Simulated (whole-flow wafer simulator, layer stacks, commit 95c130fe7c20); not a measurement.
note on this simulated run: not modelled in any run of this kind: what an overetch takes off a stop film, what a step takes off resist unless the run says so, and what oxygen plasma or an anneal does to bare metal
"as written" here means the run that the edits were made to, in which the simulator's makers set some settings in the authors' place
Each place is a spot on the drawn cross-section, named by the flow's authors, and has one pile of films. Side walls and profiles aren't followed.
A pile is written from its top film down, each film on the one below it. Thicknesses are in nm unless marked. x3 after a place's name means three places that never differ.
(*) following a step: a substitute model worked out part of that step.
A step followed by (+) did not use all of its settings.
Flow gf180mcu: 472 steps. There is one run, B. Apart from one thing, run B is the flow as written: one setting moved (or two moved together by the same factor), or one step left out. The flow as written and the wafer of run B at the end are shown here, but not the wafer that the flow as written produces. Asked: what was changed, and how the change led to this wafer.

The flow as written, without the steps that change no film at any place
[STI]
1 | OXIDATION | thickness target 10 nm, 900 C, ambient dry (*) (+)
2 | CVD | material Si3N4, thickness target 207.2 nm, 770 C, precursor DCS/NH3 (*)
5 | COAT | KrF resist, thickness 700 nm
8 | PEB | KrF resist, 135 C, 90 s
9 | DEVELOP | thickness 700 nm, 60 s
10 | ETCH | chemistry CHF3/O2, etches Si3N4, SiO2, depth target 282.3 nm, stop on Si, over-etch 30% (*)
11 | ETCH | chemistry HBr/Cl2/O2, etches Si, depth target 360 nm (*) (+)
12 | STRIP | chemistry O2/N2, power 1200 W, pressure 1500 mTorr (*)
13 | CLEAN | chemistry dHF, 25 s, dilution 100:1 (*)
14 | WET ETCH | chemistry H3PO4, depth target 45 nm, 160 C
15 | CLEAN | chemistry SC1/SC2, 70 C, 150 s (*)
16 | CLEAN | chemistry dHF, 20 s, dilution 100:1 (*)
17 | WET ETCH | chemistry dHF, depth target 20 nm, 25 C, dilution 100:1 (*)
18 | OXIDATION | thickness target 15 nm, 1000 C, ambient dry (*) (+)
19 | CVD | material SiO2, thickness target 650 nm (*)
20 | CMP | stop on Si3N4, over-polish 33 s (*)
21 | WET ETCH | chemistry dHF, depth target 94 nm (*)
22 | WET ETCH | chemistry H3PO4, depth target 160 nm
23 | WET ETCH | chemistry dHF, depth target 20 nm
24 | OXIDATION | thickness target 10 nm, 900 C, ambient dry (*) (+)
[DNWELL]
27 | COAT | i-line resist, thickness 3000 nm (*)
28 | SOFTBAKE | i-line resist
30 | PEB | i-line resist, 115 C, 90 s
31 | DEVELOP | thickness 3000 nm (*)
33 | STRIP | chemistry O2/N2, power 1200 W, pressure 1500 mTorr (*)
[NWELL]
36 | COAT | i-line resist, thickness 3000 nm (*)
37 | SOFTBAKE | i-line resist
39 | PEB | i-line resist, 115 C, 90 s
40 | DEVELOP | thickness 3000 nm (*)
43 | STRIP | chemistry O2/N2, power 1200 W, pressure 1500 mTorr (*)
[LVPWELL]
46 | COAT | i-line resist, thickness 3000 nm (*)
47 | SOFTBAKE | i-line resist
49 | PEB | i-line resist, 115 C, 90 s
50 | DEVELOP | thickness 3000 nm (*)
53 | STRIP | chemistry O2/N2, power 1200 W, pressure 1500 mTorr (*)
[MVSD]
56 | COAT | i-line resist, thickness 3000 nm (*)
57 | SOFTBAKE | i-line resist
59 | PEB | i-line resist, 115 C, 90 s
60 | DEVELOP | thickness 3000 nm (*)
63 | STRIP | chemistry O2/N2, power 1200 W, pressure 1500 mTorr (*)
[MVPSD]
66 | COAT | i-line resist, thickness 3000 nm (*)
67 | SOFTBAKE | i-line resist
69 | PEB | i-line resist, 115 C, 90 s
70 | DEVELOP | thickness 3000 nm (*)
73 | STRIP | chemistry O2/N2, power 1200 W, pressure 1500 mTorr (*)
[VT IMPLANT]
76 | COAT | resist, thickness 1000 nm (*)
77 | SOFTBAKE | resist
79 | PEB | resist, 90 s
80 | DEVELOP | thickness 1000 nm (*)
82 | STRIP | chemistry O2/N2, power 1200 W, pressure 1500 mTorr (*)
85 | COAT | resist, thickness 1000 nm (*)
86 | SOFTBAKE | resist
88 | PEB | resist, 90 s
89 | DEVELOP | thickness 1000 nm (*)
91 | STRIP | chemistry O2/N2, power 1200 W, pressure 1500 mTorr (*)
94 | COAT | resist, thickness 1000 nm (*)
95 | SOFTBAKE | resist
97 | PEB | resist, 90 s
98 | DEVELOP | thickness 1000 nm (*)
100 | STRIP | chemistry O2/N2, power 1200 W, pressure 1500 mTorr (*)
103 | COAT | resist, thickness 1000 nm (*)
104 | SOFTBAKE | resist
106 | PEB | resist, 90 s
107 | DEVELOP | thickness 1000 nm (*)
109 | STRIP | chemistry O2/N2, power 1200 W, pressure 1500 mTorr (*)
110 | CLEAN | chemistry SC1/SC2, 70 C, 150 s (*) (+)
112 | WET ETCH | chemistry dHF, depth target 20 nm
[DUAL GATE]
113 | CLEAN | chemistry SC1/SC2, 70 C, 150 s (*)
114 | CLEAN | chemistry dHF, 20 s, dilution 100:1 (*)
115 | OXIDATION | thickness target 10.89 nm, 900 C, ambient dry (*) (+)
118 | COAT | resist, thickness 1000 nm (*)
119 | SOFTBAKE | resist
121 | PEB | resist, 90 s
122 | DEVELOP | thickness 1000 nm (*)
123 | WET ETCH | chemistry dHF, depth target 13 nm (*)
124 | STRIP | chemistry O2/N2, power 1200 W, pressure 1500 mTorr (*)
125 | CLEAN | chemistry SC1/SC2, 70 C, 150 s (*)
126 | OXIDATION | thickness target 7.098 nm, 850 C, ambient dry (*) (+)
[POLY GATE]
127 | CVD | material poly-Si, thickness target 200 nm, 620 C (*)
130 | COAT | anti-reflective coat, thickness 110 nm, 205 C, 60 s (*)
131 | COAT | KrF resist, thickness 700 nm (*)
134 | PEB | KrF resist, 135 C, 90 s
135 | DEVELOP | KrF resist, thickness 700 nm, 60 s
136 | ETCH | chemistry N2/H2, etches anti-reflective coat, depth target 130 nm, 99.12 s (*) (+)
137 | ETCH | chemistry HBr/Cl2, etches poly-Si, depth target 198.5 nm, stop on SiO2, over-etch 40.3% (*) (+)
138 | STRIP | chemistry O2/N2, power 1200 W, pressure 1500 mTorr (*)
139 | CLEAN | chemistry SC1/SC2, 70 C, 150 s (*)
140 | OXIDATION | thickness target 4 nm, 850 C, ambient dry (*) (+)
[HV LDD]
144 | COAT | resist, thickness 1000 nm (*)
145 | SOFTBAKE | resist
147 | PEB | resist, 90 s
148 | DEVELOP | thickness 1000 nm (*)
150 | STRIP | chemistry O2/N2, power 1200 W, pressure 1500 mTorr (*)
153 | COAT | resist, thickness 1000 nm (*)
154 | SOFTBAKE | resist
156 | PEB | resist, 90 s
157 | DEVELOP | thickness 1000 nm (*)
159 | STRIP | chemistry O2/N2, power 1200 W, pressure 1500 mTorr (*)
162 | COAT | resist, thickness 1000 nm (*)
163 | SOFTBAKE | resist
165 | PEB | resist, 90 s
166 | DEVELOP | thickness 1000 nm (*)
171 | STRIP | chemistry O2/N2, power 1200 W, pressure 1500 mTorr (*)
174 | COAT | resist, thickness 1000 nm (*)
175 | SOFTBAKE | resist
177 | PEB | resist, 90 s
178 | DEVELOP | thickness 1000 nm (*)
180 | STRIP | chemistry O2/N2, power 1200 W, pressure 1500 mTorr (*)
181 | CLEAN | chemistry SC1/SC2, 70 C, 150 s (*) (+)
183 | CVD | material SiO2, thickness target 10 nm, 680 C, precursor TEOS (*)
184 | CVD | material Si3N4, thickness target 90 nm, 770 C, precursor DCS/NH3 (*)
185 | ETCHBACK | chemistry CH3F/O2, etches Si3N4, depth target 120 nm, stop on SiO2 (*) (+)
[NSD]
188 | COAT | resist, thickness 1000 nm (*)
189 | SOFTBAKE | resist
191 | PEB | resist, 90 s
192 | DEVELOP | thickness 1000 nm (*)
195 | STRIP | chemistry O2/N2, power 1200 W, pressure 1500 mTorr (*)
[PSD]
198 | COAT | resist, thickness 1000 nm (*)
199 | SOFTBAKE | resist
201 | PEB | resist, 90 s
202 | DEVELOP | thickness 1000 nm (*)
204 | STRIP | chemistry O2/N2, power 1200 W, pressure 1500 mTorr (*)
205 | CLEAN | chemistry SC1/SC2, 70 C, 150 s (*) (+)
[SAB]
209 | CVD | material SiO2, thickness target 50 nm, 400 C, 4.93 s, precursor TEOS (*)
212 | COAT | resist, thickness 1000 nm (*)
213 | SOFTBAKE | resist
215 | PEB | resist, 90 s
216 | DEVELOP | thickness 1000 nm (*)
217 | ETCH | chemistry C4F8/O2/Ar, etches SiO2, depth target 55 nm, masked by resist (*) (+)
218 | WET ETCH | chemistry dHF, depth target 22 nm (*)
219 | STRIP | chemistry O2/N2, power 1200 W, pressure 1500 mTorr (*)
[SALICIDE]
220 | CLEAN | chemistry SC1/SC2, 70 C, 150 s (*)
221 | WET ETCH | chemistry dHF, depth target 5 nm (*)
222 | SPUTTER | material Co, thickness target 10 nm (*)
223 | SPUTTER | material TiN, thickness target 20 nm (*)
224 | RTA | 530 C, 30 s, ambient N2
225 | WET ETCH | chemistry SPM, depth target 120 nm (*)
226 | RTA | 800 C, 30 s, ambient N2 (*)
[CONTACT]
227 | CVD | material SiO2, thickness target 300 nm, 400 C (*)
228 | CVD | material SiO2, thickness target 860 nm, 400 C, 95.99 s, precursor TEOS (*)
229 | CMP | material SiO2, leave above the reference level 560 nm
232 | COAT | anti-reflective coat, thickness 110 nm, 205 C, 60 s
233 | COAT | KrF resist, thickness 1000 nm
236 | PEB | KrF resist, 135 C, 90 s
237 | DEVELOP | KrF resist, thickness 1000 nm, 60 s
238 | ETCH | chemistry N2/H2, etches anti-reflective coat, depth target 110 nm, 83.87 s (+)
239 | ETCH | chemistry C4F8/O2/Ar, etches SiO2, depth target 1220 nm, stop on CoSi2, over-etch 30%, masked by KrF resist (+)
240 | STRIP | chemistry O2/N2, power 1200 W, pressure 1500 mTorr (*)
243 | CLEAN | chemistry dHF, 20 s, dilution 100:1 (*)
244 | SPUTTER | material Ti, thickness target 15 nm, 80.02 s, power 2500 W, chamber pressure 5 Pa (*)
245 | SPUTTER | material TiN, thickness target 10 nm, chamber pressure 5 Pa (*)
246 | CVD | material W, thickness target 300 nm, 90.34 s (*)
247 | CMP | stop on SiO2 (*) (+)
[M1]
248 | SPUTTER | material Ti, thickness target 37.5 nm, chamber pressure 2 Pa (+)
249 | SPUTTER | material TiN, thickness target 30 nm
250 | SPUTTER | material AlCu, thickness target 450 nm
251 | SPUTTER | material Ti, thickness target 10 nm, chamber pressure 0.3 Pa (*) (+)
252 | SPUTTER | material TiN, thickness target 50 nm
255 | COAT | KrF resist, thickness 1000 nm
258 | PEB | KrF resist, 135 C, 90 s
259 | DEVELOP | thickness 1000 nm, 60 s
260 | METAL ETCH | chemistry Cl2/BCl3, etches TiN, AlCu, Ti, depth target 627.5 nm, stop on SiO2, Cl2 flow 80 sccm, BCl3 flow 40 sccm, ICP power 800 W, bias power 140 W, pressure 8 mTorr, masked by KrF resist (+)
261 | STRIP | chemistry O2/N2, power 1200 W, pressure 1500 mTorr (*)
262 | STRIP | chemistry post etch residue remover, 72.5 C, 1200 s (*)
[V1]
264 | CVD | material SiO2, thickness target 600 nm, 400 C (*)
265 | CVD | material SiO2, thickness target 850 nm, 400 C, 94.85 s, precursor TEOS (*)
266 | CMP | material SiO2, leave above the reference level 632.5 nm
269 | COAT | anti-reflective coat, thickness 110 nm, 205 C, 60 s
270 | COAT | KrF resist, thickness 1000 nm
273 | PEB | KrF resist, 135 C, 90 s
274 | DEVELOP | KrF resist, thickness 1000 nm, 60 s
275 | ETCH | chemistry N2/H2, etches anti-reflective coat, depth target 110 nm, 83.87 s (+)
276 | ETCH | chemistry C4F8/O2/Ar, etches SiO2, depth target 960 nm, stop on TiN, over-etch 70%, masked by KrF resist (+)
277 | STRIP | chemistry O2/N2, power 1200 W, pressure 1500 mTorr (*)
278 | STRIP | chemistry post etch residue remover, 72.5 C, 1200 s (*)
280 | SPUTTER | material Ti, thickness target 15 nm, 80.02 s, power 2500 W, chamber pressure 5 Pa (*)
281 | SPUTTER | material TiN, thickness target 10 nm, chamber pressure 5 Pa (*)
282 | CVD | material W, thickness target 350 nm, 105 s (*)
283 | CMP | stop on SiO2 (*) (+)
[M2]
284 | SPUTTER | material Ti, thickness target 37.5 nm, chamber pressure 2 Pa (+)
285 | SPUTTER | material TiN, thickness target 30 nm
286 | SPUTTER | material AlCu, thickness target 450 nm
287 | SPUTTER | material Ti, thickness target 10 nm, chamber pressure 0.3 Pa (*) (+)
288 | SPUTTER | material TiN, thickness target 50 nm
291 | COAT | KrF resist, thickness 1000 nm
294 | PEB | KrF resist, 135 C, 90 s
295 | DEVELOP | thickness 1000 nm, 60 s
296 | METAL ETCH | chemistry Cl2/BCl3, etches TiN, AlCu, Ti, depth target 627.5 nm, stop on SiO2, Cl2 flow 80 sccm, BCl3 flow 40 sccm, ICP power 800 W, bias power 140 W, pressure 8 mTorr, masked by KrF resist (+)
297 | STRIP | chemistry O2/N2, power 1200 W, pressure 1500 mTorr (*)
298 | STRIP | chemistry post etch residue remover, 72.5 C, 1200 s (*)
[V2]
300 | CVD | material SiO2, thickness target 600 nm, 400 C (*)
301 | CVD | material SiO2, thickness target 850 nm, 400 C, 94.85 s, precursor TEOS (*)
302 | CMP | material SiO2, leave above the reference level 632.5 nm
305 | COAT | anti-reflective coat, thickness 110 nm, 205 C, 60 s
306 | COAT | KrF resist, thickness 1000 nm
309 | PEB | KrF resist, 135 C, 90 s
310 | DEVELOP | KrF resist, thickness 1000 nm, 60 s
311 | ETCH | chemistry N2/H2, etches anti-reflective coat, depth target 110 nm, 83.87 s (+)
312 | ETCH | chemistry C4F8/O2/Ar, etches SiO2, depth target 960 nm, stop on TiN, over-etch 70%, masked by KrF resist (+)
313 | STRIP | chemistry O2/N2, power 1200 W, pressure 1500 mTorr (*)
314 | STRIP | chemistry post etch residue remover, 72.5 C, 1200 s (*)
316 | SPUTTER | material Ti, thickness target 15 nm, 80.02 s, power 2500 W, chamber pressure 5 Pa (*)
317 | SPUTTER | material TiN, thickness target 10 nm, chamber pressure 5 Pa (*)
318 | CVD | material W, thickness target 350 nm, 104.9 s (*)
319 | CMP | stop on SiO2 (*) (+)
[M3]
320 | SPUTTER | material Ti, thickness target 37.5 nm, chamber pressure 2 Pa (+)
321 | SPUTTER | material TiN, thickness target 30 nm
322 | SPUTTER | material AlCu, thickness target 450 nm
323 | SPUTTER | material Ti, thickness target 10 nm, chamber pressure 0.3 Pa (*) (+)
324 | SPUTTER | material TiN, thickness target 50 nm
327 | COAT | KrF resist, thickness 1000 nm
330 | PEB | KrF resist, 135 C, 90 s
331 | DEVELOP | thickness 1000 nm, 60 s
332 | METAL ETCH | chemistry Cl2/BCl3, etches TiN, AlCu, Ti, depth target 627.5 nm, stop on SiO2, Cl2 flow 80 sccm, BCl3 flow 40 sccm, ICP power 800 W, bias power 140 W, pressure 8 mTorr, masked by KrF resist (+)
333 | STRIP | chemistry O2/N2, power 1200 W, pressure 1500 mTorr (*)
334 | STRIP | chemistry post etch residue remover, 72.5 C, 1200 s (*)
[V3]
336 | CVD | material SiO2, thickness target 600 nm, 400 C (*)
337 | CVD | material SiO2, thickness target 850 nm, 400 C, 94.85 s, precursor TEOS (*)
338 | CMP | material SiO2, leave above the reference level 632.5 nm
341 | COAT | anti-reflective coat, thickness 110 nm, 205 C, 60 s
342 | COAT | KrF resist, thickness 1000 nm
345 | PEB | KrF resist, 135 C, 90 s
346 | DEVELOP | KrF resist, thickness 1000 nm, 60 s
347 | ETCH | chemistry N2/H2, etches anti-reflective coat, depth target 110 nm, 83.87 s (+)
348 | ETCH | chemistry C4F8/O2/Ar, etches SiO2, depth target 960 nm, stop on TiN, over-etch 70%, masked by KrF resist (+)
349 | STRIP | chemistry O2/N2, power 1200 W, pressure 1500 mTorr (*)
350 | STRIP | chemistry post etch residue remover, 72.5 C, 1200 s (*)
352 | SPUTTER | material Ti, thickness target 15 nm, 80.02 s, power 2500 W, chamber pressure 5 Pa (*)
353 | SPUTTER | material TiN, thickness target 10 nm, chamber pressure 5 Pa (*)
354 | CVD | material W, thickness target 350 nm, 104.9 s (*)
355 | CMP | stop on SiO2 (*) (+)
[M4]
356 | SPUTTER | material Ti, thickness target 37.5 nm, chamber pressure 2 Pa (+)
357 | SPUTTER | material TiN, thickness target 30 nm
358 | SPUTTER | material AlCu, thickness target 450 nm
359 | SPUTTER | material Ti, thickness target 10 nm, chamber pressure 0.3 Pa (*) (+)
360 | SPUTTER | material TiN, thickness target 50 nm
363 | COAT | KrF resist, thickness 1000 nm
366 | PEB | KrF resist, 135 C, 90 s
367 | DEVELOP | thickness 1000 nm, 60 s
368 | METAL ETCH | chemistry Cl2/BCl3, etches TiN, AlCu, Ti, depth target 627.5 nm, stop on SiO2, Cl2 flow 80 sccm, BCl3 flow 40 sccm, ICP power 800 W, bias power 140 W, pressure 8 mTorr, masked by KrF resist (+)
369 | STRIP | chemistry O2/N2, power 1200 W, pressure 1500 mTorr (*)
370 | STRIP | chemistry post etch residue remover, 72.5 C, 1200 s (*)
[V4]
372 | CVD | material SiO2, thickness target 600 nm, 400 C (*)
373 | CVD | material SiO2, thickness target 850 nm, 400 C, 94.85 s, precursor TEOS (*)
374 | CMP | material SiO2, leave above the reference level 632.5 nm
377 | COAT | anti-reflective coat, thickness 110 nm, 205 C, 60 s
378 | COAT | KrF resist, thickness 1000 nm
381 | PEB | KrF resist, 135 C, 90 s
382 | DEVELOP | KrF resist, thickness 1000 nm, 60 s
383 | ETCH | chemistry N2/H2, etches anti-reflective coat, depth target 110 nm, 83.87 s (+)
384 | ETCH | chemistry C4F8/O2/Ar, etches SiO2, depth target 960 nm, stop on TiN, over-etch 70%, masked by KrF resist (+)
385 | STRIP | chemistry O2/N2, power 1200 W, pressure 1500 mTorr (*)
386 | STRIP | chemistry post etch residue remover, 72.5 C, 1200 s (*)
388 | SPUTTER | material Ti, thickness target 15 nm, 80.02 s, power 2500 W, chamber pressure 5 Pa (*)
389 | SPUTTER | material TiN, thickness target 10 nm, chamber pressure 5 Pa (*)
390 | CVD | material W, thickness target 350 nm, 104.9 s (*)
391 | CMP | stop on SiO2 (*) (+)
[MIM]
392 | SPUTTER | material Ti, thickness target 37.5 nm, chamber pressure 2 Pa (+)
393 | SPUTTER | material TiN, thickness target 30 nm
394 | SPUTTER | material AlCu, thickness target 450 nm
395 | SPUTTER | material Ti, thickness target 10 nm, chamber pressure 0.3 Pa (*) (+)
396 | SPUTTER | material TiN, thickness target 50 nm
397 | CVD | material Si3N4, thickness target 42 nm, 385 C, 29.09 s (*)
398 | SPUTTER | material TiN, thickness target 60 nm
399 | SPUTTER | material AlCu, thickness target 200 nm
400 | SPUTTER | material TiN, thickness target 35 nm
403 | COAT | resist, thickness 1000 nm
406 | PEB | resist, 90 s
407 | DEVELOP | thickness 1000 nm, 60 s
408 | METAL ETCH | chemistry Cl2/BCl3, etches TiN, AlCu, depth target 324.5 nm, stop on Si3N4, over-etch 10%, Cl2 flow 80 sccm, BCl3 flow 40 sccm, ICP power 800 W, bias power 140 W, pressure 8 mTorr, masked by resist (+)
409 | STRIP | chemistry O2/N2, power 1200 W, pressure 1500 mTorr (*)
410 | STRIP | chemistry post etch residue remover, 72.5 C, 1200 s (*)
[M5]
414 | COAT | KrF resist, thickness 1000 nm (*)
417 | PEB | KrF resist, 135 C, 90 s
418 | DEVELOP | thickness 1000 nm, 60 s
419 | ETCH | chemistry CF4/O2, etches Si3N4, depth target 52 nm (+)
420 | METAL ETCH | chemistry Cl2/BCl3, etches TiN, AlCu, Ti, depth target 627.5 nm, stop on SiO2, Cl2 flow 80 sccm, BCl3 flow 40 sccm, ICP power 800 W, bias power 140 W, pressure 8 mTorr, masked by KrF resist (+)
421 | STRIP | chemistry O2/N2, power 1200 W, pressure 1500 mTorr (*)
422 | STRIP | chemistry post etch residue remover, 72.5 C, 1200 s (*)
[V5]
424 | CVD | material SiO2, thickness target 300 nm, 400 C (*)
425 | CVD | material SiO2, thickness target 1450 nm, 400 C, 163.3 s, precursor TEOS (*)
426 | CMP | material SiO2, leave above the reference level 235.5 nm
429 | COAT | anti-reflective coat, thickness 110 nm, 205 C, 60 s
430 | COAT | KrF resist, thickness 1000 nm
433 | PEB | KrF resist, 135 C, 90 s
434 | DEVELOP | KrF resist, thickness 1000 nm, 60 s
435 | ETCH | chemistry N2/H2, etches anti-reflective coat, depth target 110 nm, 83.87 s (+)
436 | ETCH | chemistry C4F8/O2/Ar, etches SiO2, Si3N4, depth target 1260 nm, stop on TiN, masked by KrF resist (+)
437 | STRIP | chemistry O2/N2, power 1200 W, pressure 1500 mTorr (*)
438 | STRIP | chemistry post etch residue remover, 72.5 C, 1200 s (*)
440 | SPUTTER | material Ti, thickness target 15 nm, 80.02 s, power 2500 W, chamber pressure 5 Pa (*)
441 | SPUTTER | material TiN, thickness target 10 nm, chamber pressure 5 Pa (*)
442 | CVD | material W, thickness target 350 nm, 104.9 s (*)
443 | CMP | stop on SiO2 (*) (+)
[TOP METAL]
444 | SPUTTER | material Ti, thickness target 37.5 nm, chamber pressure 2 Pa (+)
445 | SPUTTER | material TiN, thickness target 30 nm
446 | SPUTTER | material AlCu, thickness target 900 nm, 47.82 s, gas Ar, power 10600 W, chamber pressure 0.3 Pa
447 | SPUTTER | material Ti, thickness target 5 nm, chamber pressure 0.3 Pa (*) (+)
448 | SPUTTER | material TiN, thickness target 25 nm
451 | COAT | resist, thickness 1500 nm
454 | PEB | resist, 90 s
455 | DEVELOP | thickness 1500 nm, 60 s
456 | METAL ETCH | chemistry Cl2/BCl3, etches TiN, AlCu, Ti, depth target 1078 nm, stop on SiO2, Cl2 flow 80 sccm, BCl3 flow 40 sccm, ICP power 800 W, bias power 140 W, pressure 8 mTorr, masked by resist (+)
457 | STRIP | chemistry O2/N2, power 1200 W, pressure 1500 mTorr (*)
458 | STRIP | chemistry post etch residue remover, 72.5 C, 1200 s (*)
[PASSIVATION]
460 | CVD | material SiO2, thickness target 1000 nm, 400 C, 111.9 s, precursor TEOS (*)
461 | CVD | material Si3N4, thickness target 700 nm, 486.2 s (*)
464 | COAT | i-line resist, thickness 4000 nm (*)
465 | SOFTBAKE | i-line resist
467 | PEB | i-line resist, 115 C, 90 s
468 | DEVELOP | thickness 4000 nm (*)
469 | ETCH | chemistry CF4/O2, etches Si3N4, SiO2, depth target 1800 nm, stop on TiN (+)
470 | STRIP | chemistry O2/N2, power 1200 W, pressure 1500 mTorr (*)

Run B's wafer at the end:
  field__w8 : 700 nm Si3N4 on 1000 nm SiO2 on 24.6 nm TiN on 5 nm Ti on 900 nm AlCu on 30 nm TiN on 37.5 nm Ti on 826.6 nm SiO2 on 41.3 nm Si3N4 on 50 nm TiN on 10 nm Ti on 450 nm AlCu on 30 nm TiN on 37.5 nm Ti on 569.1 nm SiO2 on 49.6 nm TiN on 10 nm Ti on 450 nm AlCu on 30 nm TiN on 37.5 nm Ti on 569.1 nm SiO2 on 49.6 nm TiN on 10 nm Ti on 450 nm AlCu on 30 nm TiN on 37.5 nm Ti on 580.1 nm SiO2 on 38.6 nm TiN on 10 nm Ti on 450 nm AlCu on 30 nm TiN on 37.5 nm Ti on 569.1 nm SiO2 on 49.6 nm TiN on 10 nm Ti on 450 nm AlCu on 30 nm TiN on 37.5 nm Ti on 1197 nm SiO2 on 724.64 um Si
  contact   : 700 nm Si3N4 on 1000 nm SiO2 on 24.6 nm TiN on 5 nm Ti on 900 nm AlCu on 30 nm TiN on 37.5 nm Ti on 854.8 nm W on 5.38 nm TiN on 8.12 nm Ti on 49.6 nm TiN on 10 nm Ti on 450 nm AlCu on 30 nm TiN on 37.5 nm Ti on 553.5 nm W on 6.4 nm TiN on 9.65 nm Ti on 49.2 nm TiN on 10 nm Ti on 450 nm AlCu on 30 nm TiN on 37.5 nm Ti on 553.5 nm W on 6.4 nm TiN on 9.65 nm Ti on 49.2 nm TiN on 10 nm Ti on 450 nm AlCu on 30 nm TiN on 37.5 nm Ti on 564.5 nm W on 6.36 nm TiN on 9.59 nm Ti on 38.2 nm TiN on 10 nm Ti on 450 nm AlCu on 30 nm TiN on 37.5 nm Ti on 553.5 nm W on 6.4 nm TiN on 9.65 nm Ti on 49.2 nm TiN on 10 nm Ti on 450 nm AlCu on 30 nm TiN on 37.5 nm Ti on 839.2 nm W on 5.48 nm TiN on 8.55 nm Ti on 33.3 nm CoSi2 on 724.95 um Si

What caused this: step 288, SPUTTER: thickness target 39.06 nm was run, whereas the flow has thickness target 50 nm.

How this came from the change, step by step:
  288 | SPUTTER | material TiN, thickness target 50 nm
      field, field__w1, field__w2 and 108 more: TiN gains 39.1 (new film) (it would be, as written: TiN gains 50 (new film))
  296 | METAL ETCH | chemistry Cl2/BCl3, etches TiN, AlCu, Ti, depth target 627.5 nm, stop on SiO2, Cl2 flow 80 sccm, BCl3 flow 40 sccm, ICP power 800 W, bias power 140 W, pressure 8 mTorr, masked by KrF resist (+)
      field, field__w1, field__w2 and 103 more: TiN loses 39.1 (all of it), Ti loses 10 (all of it), AlCu loses 450 (all of it), TiN loses 30 (all of it), Ti loses 37.5 (all of it) (it would be, as written: TiN loses 50 (all of it), Ti loses 10 (all of it), AlCu loses 450 (all of it), TiN loses 30 (all of it), Ti loses 37.5 (all of it))
